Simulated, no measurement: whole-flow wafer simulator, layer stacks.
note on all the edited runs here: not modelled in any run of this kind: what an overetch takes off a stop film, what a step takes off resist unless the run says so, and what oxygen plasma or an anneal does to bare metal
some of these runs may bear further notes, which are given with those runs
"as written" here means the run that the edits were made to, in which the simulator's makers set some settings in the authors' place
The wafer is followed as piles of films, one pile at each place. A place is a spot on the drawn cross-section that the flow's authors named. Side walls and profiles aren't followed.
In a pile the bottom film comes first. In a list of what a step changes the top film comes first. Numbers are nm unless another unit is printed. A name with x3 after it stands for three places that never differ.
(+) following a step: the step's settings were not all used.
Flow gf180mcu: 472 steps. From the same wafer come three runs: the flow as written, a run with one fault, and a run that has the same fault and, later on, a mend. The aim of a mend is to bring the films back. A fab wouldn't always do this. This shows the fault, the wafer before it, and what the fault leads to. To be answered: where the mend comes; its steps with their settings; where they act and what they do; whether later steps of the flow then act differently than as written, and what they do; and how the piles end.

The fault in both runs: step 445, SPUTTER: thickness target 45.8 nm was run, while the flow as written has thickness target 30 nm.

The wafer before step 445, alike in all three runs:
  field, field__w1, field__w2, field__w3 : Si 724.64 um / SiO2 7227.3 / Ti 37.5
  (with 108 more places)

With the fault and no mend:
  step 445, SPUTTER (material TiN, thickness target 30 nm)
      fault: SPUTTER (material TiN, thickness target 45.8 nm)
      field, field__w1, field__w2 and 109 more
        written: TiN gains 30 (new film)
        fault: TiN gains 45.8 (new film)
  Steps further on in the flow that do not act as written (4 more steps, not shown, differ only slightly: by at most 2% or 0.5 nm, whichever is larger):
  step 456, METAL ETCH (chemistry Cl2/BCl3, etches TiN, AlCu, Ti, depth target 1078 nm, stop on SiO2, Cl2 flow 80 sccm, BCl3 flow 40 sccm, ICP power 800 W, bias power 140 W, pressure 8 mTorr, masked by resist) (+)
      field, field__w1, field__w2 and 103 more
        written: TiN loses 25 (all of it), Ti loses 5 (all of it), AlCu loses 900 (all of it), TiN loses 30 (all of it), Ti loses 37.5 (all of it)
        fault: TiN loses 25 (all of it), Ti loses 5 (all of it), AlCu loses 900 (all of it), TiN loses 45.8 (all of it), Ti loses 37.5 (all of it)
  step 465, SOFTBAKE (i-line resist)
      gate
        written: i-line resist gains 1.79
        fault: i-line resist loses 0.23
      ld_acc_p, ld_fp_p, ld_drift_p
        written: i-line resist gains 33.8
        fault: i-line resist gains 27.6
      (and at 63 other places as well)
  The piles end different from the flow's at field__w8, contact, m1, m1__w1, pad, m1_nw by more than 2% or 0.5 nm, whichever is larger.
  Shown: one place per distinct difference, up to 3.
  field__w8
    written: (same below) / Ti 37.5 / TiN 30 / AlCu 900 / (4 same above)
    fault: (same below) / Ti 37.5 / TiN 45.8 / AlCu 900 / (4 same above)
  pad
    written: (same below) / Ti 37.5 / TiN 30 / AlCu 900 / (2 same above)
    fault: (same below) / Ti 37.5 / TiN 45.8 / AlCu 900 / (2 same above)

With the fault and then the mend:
  After step 445 comes the mend.
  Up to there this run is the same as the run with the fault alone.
  step 445a, METAL ETCH (chemistry Cl2/BCl3, etches TiN, AlCu, Ti, depth target 15.8 nm, Cl2 flow 80 sccm, BCl3 flow 40 sccm, ICP power 800 W, bias power 140 W, pressure 8 mTorr) (a further turn of the flow's step 260, with different settings)
      field, field__w1, field__w2 and 109 more
        TiN loses 15.8
  Later steps of the flow that are run all act as written at every place that is followed.
  By the end, the piles equal the flow's at every place that both follow.
